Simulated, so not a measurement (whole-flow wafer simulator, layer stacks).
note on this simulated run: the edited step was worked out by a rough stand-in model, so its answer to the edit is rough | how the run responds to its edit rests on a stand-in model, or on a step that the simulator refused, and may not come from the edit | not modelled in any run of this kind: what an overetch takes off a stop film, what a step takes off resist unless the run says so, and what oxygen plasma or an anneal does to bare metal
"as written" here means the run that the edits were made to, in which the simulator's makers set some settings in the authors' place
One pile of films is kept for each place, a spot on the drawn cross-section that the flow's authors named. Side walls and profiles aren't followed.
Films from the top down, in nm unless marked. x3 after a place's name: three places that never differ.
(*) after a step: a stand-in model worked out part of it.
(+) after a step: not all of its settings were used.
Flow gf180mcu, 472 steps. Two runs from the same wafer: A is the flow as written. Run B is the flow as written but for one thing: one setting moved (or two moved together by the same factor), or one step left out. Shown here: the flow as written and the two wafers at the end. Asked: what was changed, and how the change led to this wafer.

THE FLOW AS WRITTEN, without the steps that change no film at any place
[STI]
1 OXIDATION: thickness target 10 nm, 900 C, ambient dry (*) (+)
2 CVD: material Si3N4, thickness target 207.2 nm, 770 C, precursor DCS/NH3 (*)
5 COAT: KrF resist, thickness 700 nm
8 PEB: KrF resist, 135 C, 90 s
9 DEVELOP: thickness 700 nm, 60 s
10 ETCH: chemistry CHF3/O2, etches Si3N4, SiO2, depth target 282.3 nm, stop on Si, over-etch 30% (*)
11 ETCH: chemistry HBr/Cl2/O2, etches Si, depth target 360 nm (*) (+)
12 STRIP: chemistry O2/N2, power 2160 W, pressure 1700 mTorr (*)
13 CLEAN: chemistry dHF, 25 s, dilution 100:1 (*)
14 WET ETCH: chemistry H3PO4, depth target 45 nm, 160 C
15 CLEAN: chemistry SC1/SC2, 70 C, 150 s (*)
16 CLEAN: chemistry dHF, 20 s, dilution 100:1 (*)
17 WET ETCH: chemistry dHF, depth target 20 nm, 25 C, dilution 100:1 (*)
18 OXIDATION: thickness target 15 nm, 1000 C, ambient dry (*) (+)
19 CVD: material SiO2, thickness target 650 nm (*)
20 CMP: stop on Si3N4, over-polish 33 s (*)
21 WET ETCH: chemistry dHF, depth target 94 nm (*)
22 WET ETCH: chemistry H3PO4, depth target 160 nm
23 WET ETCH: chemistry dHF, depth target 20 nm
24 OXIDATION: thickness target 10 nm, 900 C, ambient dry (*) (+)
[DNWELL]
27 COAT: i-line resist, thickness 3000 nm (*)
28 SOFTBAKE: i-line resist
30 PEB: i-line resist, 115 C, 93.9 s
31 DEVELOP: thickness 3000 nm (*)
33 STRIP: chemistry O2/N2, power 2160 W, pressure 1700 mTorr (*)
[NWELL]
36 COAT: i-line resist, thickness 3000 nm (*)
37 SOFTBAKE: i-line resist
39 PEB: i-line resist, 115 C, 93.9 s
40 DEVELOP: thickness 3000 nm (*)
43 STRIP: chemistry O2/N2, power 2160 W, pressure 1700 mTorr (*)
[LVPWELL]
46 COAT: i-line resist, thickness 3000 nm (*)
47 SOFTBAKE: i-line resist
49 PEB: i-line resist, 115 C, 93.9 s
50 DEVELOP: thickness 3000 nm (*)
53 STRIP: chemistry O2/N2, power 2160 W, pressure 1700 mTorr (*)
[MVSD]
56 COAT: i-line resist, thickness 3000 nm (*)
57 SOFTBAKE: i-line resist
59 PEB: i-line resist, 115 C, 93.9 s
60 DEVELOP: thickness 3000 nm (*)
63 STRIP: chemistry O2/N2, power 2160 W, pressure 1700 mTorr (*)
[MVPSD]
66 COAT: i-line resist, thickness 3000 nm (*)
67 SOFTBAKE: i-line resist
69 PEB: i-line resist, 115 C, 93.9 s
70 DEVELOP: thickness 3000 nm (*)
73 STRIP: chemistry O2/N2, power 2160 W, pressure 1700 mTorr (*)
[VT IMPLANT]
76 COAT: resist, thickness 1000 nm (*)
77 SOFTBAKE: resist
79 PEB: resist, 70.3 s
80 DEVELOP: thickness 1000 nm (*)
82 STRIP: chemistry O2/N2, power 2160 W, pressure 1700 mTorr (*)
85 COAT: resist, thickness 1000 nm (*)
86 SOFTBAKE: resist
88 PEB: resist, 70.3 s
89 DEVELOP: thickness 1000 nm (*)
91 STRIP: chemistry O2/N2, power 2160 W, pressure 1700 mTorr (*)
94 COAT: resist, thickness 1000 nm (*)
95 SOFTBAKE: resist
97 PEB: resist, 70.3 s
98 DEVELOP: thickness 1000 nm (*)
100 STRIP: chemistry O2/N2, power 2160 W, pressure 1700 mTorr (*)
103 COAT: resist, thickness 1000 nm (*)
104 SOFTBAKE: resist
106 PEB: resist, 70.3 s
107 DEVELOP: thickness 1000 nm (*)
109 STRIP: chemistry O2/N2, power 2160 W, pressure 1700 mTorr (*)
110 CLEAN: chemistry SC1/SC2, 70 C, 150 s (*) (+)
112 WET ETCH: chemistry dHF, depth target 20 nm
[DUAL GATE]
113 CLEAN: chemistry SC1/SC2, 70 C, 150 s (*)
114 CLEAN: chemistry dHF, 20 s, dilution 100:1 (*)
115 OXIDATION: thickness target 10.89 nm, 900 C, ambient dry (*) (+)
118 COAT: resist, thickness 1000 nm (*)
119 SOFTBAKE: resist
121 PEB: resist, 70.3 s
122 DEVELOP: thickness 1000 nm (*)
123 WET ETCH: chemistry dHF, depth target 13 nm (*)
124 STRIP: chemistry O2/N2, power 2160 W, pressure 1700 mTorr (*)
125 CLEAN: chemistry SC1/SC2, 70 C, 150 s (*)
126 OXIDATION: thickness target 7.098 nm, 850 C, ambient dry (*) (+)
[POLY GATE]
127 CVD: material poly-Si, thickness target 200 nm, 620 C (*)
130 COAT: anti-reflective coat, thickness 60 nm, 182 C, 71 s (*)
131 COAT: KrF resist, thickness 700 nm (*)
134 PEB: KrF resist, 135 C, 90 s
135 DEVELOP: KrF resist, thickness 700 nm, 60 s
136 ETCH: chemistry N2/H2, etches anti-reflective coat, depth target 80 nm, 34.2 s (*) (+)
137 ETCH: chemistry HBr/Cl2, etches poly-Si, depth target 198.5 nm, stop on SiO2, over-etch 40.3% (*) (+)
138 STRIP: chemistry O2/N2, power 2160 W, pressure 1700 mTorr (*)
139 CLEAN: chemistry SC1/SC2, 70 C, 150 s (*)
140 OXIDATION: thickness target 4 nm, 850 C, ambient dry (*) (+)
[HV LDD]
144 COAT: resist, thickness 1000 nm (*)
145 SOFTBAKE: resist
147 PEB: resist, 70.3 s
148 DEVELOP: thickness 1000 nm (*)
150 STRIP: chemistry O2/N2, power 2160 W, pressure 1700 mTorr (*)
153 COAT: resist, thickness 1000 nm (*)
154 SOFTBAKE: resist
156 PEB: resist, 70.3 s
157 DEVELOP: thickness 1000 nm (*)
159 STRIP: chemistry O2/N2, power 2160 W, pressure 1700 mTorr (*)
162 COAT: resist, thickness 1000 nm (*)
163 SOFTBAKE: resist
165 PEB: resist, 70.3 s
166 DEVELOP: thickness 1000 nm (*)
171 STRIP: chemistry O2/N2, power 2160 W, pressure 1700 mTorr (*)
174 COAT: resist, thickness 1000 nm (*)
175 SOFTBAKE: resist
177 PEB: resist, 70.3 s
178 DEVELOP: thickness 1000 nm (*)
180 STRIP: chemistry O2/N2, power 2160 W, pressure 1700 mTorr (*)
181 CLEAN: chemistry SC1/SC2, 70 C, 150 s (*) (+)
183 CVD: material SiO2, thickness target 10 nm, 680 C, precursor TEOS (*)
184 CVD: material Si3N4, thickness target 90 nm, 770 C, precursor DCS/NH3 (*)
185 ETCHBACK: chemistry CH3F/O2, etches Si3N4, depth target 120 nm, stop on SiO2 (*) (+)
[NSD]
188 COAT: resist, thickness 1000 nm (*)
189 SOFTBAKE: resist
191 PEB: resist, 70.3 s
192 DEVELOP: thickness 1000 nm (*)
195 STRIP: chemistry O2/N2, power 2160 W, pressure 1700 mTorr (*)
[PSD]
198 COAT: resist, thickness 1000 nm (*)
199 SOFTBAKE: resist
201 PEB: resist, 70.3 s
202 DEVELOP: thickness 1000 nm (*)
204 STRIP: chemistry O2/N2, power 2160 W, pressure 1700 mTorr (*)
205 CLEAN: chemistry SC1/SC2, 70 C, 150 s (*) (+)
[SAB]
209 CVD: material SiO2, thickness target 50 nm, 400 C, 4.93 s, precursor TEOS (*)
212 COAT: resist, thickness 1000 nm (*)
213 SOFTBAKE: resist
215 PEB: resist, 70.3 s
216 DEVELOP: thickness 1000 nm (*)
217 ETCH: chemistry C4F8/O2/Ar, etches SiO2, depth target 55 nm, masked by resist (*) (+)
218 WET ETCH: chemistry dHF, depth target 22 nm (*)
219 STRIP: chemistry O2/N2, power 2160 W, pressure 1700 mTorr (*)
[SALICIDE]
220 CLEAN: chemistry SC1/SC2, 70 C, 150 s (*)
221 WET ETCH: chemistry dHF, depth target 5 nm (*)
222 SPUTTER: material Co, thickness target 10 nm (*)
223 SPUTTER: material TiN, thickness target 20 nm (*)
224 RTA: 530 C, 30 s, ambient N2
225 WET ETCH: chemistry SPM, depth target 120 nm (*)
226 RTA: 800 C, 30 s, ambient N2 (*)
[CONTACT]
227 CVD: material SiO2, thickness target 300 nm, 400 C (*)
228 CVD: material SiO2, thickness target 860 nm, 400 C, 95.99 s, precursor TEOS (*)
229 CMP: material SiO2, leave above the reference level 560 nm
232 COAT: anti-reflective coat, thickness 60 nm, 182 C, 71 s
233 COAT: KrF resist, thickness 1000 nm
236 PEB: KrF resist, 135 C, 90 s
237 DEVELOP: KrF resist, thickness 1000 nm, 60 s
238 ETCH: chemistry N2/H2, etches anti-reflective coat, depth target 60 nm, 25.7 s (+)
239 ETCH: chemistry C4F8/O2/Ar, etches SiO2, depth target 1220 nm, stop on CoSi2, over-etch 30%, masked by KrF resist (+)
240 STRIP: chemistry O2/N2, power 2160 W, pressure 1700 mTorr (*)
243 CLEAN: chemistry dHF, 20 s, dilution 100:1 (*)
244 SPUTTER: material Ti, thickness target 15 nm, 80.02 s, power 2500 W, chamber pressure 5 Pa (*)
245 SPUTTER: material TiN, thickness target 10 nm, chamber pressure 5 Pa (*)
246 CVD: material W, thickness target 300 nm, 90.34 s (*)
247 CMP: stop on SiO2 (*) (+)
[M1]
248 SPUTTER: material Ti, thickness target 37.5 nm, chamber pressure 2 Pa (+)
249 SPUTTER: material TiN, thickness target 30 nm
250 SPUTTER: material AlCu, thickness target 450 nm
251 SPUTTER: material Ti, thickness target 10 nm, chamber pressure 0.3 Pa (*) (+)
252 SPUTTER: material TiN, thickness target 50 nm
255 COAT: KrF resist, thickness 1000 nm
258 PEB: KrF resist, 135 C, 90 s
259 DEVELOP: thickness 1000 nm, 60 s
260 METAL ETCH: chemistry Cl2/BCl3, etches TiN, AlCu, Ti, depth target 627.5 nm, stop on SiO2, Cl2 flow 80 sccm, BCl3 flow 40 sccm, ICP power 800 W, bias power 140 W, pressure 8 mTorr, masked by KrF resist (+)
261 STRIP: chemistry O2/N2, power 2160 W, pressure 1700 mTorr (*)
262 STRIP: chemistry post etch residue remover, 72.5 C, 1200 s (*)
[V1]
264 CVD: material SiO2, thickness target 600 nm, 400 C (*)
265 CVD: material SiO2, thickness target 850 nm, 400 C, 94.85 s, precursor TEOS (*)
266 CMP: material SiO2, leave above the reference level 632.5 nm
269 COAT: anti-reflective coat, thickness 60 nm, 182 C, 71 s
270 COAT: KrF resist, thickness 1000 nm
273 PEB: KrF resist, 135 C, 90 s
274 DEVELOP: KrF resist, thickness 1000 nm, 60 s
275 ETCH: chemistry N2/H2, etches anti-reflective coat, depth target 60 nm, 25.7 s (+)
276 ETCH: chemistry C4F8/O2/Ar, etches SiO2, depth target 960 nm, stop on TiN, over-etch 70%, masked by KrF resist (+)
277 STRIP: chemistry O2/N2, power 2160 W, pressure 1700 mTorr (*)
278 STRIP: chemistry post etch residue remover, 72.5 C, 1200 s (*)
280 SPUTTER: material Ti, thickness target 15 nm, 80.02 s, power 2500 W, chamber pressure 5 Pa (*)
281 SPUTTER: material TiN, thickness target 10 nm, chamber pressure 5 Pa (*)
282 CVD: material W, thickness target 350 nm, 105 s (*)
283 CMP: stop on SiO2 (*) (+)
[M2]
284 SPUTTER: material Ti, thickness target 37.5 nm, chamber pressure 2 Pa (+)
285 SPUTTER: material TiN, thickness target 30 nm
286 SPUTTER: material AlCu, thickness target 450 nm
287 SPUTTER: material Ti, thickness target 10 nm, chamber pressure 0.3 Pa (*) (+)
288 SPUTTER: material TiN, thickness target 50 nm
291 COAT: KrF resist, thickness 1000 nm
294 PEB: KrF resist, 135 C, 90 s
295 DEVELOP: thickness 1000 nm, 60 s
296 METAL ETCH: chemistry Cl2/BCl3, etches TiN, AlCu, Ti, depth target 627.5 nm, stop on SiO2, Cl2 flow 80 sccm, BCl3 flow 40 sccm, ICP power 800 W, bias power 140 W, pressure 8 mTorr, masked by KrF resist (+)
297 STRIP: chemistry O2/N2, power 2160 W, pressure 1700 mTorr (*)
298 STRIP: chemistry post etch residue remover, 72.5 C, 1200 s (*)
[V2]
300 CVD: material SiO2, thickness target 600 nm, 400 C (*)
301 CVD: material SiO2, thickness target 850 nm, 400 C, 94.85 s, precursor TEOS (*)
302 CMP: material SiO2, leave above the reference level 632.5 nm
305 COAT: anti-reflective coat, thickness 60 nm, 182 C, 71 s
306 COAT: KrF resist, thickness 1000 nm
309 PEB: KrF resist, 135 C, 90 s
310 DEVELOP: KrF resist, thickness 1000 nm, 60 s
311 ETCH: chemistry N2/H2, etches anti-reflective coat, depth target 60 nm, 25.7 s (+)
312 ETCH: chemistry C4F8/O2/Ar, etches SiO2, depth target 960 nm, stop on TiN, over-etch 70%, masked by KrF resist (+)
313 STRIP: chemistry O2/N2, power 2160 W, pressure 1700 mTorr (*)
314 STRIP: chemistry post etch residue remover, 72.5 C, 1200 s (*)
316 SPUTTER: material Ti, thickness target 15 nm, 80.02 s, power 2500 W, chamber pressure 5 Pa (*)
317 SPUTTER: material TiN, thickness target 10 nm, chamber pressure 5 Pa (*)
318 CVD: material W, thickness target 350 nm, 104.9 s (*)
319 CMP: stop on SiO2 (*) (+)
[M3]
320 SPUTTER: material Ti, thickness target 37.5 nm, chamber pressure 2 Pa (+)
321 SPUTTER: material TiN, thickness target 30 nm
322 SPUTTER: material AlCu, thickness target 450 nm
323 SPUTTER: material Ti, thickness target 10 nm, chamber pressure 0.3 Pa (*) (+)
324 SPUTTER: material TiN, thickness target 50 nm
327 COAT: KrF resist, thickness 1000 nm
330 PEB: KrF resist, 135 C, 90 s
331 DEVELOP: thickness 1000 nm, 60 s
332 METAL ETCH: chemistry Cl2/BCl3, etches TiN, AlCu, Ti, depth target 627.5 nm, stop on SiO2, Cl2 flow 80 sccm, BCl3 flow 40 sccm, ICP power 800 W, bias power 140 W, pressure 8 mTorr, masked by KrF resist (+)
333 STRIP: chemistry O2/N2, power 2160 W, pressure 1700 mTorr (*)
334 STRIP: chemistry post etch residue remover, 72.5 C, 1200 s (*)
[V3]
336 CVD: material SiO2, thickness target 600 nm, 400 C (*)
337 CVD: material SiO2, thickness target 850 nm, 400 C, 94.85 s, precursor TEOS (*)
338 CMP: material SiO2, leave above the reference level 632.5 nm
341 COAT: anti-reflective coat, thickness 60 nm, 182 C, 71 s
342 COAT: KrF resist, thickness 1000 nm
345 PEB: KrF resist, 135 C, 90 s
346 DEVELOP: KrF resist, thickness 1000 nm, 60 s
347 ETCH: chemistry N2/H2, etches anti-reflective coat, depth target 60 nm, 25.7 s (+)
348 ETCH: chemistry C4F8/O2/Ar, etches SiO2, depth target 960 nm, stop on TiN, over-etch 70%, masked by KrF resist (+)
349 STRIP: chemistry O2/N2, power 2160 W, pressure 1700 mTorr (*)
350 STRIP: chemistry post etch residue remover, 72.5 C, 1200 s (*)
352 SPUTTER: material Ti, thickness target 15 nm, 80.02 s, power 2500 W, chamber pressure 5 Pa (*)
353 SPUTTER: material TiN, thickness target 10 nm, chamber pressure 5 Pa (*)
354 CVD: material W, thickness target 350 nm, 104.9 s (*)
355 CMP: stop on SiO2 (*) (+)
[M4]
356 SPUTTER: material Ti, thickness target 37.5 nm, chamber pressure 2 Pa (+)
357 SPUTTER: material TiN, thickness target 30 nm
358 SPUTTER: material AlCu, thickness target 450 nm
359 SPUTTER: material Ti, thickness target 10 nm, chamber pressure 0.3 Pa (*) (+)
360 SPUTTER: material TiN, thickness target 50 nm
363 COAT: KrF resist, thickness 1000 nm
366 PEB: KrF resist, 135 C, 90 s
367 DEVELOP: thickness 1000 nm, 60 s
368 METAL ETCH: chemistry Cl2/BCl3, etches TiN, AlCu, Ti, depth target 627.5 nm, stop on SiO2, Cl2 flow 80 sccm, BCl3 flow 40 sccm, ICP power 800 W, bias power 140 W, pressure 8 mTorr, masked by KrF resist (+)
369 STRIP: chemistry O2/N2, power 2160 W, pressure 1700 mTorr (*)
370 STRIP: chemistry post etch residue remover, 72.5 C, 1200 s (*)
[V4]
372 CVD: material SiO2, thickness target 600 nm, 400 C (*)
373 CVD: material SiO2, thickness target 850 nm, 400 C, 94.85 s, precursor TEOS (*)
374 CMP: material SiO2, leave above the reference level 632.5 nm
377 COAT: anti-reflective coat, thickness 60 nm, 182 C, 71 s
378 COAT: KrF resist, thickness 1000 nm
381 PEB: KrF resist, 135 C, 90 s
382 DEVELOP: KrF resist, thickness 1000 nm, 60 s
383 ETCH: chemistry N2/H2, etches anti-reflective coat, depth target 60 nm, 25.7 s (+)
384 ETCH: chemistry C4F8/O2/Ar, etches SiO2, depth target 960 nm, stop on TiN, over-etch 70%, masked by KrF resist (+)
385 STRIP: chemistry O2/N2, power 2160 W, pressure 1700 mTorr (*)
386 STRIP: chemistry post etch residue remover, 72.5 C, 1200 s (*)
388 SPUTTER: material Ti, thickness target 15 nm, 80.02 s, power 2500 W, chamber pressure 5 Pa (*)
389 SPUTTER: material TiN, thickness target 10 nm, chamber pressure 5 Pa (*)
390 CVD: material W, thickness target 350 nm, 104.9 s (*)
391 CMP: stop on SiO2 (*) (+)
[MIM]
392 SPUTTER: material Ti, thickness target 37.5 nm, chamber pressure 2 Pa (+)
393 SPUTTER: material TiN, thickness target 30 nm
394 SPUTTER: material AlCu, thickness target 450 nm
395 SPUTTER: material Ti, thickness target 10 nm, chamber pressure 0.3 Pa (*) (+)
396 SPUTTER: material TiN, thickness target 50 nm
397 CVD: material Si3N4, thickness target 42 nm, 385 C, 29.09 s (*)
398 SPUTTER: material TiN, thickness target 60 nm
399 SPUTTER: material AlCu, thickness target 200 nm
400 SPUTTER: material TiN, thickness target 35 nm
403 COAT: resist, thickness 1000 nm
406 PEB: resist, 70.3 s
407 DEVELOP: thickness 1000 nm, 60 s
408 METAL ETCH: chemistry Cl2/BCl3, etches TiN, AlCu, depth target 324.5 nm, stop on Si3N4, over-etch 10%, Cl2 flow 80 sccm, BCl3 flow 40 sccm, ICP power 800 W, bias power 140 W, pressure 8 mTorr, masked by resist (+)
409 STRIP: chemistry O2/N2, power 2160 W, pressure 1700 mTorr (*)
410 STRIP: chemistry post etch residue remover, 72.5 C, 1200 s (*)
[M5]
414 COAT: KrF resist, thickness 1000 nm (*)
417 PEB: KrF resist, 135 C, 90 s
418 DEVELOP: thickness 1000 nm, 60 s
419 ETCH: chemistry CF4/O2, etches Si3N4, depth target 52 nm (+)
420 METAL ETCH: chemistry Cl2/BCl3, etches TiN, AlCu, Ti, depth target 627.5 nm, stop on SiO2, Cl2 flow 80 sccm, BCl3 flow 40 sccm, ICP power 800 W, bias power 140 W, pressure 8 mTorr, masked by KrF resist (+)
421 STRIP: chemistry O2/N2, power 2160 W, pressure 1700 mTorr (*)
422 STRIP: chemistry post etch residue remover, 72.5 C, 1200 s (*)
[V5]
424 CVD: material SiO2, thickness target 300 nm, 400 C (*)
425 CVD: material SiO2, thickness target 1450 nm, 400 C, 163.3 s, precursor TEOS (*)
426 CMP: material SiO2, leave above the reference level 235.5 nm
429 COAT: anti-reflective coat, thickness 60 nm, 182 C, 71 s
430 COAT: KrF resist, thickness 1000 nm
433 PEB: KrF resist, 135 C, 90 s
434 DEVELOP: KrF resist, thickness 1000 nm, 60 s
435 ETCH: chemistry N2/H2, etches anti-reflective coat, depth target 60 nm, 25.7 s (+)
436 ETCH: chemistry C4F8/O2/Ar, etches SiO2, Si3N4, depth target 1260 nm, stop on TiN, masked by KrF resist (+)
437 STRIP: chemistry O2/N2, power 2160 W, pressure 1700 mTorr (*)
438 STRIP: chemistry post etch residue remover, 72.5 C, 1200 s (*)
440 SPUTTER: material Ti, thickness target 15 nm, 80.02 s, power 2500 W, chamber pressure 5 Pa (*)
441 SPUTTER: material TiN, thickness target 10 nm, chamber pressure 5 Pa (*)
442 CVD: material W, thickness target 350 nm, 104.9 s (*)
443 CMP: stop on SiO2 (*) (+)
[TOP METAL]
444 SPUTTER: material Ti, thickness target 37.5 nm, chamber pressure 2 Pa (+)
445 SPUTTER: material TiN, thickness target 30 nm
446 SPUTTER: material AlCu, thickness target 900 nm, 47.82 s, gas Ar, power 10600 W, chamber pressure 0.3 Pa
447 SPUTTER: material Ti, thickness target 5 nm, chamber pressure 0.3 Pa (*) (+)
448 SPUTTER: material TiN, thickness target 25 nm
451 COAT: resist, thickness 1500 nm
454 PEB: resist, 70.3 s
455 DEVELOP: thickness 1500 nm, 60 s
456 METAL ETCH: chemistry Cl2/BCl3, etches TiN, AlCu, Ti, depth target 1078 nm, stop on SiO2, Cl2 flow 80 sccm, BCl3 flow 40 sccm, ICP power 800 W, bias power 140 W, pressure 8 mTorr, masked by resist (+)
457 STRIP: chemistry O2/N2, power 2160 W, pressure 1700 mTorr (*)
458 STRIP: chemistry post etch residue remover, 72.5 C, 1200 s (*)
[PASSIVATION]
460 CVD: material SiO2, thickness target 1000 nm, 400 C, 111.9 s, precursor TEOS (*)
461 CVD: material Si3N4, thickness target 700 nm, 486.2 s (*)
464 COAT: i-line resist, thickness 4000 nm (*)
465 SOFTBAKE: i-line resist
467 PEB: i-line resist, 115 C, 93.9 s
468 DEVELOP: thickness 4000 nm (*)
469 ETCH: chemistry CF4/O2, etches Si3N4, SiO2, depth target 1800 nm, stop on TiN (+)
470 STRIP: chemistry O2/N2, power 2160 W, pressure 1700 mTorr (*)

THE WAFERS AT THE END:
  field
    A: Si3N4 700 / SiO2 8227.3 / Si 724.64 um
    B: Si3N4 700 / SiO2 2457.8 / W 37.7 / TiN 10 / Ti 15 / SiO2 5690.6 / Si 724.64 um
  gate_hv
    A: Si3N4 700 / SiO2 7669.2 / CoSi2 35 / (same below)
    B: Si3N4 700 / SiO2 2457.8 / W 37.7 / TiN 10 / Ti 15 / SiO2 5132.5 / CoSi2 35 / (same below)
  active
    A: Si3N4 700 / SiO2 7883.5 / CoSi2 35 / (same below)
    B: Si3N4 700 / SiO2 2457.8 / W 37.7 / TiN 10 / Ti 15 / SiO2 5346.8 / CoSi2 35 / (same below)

The cause: step 373, CVD: thickness target 446 nm was run, where the flow has thickness target 850 nm; step 373, CVD: 49.8 s was run, where the flow has 94.85 s.

How the change led to this, step by step:
  373 CVD: material SiO2, thickness target 850 nm, 400 C, 94.85 s, precursor TEOS (*)
      field, field__w1, field__w2 and 108 more: A SiO2 +850 | B SiO2 +454.9
  374 CMP: material SiO2, leave above the reference level 632.5 nm
      field, field__w1, field__w2 and 103 more: A SiO2 -300 | B nothing
      field__w8, contact, m1, m1__w1, m1_nw: A SiO2 -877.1 | B SiO2 -482
  377 COAT: anti-reflective coat, thickness 60 nm, 182 C, 71 s
      field: A anti-reflective coat +60 (new film) | B anti-reflective coat +98.2 (new film)
      field__w1: A anti-reflective coat +60 (new film) | B anti-reflective coat +83.1 (new film)
      (and at 18 more places)
  378 COAT: KrF resist, thickness 1000 nm
      m1, m1_nw: A KrF resist +1000 (new film) | B KrF resist +953.1 (new film)
      n_well: A KrF resist +1000 (new film) | B KrF resist +977.5 (new film)
      (and at 6 more places)
  382 DEVELOP: KrF resist, thickness 1000 nm, 60 s
      contact: A KrF resist -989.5 (all of it) | B KrF resist -950.3 (all of it)
  383 ETCH: chemistry N2/H2, etches anti-reflective coat, depth target 60 nm, 25.7 s (+)
      contact: A anti-reflective coat -60 (all of it), SiO2 -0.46 | B anti-reflective coat -23.4 (all of it), SiO2 -1.4
  385 STRIP: chemistry O2/N2, power 2160 W, pressure 1700 mTorr (*)
      field: A KrF resist -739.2 (all of it), anti-reflective coat -60 (all of it) | B KrF resist -723 (all of it), anti-reflective coat -98.2 (all of it)
      field__w1: A KrF resist -739.2 (all of it), anti-reflective coat -60 (all of it) | B KrF resist -720.7 (all of it), anti-reflective coat -83.1 (all of it)
      (and at 17 more places)
  388 SPUTTER: material Ti, thickness target 15 nm, 80.02 s, power 2500 W, chamber pressure 5 Pa (*)
      contact: A Ti +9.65 (new film) | B Ti +10.2 (new film)
  390 CVD: material W, thickness target 350 nm, 104.9 s (*)
      contact: A W +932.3 (new film) | B W +836.2 (new film)
  391 CMP: stop on SiO2 (*) (+)
      field, field__w1, field__w2 and 103 more: A W -350 (all of it), TiN -10 (all of it), Ti -15 (all of it), SiO2 -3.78 | B W -299.9
      field__w8, m1, m1__w1, m1_nw: A W -350 (all of it), TiN -10 (all of it), Ti -15 (all of it), SiO2 -3.78 | B W -350 (all of it), TiN -10 (all of it), Ti -15 (all of it), SiO2 -20
      (and at 1 more place)
  420 METAL ETCH: chemistry Cl2/BCl3, etches TiN, AlCu, Ti, depth target 627.5 nm, stop on SiO2, Cl2 flow 80 sccm, BCl3 flow 40 sccm, ICP power 800 W, bias power 140 W, pressure 8 mTorr, masked by KrF resist (+)
      field, field__w1, field__w2 and 101 more: A TiN -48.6 (all of it), Ti -10 (all of it), AlCu -450 (all of it), TiN -30 (all of it), Ti -37.5 (all of it) | B TiN -48.6 (all of it), Ti -10 (all of it), AlCu -450 (all of it), TiN -30 (all of it), Ti -37.5 (all of it), W -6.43
  422 STRIP: chemistry post etch residue remover, 72.5 C, 1200 s (*)
      field, field__w1, field__w2 and 101 more: A nothing | B W -6.01
  424 CVD: material SiO2, thickness target 300 nm, 400 C (*)
      field, field__w1, field__w2 and 101 more: A SiO2 +300 | B SiO2 +300 (new film)
  426 CMP: material SiO2, leave above the reference level 235.5 nm
      field, field__w1, field__w5 and 92 more: A SiO2 -300.8 | B SiO2 -288.4
      field__w2, field__w3, field__w12 and 6 more: A SiO2 -272.7 | B SiO2 -259.7
Counting metal films that touch as one body, field has 1 body; the flow as written gives 0 bodies.
Counting metal films that touch as one body, gate_hv has 2 bodies (between them, from the top down: SiO2 5132.5); the flow as written gives 1 body.
Counting metal films that touch as one body, active has 2 bodies (between them, from the top down: SiO2 5346.8); the flow as written gives 1 body.
